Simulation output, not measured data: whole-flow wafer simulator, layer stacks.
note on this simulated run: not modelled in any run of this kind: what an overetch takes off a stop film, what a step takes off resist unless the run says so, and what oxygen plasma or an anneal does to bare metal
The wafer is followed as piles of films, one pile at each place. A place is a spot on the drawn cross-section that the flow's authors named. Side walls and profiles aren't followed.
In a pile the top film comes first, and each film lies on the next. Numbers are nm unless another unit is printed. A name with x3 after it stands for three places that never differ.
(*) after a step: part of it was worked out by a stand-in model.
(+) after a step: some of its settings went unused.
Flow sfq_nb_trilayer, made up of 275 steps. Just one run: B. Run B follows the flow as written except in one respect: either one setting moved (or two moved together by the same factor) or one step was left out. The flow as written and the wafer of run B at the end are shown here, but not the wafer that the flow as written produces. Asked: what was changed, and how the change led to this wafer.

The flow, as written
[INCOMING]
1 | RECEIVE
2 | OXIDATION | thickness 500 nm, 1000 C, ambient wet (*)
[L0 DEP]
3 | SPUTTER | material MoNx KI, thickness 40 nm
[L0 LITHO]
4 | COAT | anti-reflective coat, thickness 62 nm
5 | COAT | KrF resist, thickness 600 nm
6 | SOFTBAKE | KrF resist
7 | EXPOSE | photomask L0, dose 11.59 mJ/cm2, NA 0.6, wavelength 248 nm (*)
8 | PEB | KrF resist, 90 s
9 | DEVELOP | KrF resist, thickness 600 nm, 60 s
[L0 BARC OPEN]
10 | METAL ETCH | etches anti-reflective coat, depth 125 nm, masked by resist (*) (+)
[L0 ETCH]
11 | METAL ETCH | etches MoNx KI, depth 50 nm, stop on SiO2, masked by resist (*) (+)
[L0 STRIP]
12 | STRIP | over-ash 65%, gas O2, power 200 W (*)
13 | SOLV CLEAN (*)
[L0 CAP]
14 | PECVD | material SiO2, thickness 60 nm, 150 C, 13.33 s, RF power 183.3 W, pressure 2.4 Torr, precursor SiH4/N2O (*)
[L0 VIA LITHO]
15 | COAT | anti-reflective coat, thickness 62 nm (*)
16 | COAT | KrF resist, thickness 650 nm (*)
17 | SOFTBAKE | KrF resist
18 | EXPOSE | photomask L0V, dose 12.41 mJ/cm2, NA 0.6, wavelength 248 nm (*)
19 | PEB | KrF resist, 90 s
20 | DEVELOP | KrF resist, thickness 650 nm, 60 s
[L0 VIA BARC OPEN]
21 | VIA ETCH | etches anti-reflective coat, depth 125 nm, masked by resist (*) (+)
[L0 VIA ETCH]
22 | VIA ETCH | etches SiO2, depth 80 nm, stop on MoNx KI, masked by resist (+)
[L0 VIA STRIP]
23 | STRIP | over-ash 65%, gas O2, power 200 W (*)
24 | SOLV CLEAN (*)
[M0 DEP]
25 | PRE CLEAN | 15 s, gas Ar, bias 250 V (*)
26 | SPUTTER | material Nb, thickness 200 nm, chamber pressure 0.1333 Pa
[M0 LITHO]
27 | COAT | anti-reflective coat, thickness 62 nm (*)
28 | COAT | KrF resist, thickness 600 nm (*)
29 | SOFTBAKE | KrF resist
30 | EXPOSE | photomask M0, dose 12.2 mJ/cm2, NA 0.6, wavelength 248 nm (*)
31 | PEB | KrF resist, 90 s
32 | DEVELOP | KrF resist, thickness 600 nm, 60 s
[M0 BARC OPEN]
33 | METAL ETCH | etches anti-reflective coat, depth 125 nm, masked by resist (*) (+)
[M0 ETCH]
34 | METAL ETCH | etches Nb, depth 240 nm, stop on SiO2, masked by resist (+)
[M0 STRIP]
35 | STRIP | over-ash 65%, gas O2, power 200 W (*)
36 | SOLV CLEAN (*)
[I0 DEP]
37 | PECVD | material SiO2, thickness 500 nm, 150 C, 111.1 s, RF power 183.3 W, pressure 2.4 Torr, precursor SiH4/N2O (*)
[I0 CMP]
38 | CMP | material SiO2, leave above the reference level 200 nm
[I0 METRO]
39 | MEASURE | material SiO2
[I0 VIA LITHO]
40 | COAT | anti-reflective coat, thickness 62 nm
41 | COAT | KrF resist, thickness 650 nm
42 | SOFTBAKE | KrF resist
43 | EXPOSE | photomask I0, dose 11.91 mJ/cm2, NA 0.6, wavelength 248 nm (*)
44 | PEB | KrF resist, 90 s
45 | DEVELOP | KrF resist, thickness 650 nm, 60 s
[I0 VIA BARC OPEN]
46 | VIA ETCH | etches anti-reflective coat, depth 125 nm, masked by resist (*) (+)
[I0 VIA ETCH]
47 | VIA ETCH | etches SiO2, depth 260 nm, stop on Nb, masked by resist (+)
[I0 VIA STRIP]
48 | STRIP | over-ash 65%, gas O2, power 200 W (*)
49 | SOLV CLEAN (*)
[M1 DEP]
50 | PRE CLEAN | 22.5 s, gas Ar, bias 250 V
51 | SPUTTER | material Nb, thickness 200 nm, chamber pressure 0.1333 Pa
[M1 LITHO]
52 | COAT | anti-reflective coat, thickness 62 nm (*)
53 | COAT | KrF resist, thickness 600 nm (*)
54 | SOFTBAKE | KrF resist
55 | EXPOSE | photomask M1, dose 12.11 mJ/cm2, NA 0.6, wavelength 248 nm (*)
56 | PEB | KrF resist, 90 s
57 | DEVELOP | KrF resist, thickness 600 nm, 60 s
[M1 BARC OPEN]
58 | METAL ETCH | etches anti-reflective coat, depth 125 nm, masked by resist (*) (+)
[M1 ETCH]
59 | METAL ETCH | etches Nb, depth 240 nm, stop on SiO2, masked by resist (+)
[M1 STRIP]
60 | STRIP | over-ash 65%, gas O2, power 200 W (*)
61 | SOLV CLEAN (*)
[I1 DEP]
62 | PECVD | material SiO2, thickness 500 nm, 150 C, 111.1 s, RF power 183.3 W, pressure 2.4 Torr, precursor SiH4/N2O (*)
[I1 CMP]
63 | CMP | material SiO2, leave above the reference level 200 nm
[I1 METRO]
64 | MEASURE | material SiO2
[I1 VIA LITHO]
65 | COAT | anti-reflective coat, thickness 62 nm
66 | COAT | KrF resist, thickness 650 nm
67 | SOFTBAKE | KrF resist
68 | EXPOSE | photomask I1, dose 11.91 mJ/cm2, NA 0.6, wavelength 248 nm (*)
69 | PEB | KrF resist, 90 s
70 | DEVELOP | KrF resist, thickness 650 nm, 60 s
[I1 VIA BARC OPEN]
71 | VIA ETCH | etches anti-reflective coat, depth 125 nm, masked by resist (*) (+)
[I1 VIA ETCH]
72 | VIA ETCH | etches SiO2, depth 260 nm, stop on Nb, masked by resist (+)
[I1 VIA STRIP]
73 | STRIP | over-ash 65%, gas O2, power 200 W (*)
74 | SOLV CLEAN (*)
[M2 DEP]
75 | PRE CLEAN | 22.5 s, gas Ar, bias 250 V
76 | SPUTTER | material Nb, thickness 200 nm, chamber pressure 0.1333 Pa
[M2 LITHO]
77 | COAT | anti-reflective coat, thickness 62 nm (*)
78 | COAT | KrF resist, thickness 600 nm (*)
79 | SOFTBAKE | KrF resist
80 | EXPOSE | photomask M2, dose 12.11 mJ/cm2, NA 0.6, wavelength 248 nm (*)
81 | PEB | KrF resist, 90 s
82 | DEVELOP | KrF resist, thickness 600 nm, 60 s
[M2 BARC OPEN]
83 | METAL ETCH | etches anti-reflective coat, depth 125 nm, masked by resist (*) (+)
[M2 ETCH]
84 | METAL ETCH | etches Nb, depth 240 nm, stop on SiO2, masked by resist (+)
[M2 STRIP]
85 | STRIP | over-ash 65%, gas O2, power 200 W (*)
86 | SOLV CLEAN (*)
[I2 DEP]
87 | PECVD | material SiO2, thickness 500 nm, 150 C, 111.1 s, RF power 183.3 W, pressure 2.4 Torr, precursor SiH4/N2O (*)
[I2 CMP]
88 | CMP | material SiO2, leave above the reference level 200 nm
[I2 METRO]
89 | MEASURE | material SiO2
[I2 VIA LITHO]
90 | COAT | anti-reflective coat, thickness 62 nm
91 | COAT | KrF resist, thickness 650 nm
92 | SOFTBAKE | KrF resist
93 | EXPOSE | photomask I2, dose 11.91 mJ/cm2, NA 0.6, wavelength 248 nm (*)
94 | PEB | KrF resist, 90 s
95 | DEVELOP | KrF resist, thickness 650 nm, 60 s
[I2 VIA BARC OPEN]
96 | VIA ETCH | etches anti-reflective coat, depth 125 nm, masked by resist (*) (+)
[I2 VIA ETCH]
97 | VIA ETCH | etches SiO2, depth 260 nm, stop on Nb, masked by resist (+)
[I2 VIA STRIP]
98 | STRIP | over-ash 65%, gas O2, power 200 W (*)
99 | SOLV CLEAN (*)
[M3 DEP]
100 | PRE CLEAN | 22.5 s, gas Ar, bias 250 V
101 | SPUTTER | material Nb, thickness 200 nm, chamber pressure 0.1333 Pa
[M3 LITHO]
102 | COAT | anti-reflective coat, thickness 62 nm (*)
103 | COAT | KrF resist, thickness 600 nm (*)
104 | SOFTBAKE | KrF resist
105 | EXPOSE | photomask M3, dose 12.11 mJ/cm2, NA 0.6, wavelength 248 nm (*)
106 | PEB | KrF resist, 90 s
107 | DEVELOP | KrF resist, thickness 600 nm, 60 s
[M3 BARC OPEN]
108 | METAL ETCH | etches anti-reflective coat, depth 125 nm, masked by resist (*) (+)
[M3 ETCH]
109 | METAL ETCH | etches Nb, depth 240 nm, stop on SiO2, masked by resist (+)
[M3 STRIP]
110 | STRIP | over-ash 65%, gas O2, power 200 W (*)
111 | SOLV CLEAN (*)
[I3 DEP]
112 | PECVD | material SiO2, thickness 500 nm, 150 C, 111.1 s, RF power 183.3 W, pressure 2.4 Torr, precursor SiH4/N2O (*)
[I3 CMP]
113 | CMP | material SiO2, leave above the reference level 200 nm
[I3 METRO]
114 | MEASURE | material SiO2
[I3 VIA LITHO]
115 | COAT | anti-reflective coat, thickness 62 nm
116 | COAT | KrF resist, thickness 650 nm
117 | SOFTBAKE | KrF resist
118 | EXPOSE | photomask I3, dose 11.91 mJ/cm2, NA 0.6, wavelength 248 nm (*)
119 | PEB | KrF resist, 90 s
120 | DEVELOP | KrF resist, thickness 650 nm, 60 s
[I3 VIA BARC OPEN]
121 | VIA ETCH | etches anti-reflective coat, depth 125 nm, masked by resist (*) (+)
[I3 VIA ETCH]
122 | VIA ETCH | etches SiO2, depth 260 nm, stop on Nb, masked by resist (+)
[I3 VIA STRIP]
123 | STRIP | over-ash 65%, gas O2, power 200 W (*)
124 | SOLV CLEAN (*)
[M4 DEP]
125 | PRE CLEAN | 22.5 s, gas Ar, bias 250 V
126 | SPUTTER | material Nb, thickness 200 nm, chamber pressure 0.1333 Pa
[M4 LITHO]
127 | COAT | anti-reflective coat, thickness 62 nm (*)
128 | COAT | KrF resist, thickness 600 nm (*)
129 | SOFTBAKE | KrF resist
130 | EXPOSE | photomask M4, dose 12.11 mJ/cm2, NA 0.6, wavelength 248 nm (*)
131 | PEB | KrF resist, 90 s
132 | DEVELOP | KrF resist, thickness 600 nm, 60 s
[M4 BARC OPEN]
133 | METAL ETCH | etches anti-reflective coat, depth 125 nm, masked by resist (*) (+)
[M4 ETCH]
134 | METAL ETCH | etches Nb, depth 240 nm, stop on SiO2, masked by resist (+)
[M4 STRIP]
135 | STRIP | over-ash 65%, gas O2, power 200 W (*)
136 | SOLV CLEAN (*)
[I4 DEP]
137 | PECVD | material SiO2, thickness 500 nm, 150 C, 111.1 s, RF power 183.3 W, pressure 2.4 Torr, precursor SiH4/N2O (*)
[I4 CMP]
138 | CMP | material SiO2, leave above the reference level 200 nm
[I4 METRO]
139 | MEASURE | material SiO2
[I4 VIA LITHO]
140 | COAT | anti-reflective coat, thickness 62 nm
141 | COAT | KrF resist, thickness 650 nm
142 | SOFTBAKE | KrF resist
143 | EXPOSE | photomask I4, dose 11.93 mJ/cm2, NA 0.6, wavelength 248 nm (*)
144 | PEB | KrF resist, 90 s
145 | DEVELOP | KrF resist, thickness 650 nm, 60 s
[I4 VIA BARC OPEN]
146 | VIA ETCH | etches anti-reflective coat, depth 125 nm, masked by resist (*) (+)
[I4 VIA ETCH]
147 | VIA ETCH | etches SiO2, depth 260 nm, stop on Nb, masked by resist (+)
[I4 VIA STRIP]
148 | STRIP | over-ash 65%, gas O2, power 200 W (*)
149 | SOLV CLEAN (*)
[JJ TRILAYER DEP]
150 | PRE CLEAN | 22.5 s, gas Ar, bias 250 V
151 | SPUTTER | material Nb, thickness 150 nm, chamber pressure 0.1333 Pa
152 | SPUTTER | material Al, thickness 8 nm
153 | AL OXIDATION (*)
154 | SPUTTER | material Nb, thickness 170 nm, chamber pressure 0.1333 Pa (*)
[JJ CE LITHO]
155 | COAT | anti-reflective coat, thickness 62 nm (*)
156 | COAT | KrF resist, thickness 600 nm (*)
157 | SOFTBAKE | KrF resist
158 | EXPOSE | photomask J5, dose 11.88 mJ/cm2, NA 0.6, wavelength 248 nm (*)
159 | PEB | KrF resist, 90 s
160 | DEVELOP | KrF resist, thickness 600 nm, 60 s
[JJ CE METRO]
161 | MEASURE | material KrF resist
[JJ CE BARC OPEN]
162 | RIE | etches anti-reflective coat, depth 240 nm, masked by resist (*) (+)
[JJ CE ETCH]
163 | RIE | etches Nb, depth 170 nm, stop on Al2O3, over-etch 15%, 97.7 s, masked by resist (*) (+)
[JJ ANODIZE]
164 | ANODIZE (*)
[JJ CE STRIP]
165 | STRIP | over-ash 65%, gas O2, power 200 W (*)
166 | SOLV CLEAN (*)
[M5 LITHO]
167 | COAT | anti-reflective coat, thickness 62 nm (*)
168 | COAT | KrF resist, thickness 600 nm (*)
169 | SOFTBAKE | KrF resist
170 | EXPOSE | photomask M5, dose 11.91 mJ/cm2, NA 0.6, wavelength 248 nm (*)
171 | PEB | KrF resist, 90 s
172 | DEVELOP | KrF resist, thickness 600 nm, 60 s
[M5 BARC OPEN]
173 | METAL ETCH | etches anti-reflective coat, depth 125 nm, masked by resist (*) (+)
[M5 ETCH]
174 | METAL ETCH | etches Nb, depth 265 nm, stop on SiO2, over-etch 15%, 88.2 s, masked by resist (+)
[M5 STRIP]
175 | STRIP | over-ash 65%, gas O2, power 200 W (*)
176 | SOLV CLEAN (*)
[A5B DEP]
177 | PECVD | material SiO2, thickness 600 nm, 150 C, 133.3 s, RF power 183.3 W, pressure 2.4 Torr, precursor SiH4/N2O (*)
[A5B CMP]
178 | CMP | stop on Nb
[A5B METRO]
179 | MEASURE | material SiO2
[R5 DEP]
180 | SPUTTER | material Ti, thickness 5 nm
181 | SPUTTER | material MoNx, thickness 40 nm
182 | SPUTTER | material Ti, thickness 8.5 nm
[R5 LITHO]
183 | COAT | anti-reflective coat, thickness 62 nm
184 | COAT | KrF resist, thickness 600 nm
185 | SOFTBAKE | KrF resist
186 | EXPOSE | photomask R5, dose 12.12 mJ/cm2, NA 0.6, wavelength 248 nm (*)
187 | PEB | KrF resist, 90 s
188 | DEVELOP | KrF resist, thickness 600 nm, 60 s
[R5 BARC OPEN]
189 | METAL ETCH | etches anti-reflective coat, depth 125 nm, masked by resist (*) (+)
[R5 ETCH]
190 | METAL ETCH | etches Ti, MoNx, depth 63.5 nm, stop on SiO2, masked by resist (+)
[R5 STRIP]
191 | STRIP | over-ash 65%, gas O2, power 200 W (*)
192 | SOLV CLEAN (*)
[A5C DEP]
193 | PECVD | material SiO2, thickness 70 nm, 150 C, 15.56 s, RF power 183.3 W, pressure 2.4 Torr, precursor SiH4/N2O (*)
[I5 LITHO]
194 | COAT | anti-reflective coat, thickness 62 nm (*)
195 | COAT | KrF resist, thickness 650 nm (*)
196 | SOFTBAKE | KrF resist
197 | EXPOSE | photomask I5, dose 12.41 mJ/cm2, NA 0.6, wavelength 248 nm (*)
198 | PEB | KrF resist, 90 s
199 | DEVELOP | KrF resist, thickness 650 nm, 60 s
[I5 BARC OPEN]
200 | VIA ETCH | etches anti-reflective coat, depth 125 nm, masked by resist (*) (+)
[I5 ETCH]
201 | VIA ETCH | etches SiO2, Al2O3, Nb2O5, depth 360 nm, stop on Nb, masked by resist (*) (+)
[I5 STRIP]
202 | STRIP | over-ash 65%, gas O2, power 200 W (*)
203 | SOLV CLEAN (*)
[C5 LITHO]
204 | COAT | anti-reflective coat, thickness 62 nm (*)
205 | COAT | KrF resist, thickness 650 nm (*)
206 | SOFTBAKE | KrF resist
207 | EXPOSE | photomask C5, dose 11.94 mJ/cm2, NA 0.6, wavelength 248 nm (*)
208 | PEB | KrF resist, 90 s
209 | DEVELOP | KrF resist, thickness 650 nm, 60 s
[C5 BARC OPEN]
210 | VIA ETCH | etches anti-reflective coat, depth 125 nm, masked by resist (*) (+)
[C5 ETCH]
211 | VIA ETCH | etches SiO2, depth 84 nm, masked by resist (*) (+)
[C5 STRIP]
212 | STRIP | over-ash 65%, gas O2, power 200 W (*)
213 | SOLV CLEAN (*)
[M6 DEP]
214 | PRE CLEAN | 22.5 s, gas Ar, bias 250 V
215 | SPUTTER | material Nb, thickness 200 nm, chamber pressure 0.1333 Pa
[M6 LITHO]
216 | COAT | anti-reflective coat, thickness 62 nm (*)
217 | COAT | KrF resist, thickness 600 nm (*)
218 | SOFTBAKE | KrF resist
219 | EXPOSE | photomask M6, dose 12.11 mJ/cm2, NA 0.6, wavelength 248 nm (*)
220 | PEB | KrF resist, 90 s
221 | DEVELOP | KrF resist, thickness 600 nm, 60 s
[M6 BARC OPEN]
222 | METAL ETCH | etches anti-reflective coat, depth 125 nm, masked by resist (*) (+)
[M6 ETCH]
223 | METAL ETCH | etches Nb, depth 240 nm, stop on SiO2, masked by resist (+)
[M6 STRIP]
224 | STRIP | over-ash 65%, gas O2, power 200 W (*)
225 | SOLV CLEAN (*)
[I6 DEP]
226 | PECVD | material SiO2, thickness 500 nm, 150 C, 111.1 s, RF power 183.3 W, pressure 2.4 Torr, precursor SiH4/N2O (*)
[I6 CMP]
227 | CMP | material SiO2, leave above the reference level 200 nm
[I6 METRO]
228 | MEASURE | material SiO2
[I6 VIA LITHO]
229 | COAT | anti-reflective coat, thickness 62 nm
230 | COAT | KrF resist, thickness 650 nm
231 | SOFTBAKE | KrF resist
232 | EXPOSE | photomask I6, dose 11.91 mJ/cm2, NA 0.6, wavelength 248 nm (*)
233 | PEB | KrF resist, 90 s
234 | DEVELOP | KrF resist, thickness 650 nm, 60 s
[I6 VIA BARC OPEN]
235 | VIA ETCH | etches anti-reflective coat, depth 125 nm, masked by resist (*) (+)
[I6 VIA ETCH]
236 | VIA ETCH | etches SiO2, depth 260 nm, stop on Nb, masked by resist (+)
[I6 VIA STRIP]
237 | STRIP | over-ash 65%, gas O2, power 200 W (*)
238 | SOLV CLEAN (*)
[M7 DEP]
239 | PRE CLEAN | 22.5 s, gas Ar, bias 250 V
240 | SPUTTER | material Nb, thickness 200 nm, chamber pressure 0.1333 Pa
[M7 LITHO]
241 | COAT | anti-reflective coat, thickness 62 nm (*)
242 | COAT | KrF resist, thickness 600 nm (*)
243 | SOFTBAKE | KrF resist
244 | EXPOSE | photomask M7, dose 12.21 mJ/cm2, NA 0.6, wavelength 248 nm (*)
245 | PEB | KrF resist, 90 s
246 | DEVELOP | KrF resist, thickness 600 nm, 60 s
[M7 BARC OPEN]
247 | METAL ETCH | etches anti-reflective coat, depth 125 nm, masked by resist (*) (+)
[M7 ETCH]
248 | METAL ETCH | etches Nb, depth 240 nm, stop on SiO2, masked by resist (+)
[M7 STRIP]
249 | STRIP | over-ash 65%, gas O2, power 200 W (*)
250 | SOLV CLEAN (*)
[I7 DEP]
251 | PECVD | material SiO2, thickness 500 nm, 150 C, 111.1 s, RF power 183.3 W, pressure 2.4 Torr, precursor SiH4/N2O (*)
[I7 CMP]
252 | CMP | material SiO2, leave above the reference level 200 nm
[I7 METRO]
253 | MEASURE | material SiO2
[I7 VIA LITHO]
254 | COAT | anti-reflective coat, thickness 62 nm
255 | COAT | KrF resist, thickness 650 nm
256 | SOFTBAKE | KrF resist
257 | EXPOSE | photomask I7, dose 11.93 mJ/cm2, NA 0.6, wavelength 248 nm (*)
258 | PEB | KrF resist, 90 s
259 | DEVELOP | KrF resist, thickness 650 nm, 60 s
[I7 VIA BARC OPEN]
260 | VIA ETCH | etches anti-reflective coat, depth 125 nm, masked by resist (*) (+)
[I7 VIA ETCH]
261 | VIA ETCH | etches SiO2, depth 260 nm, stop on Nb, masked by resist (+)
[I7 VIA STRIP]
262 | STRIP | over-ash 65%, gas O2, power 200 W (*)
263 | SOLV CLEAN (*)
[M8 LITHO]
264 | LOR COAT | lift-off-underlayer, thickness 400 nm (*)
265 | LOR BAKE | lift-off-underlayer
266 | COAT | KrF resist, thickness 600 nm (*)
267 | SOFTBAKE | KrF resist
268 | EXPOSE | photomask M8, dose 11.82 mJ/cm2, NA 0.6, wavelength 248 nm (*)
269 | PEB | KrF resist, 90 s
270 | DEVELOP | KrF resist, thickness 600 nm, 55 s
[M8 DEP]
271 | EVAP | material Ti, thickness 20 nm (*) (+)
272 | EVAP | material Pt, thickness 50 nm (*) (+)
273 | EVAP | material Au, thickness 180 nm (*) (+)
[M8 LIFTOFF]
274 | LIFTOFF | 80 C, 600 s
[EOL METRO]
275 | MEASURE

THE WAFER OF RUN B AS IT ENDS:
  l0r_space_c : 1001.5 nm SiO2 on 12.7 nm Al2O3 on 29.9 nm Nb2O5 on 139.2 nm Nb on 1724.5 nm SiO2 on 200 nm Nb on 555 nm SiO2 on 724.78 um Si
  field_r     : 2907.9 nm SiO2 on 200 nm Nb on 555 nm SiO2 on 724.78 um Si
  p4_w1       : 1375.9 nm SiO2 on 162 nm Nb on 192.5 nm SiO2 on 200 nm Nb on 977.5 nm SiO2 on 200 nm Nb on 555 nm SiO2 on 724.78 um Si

Cause: step 126, SPUTTER: thickness 162 nm was run, though the flow has thickness 200 nm.
The wafer lets one read it off: p4_w1 has Nb 162, and step 126 as written asks for 200 nm.

How this came from the change, step by step:
  126 | SPUTTER | material Nb, thickness 200 nm, chamber pressure 0.1333 Pa
      field_l, v_sur, via_wl and 102 more: Nb gains 162 (new film) (it would be, as written: Nb gains 200 (new film))
      via_v: Nb gains 133.9 (it would be, as written: Nb gains 165.5)
  134 | METAL ETCH | etches Nb, depth 240 nm, stop on SiO2, masked by resist (+)
      field_l, be, be_sur and 64 more: Nb loses 162 (all of it) (it would be, as written: Nb loses 200 (all of it))
  137 | PECVD | material SiO2, thickness 500 nm, 150 C, 111.1 s, RF power 183.3 W, pressure 2.4 Torr, precursor SiH4/N2O (*)
      p3_s0, p3_s1, p3_s2, p3_s3, p3_s4, p3_s5: SiO2 gains 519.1 (it would be, as written: SiO2 gains 557.1)
  138 | CMP | material SiO2, leave above the reference level 200 nm
      field_l, be, be_sur and 55 more: SiO2 loses 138 (it would be, as written: SiO2 loses 100)
      lsp_r, l0_sur, l0v: SiO2 loses 131.4 (it would be, as written: SiO2 loses 91.9)
      (as well as at 1 more place)
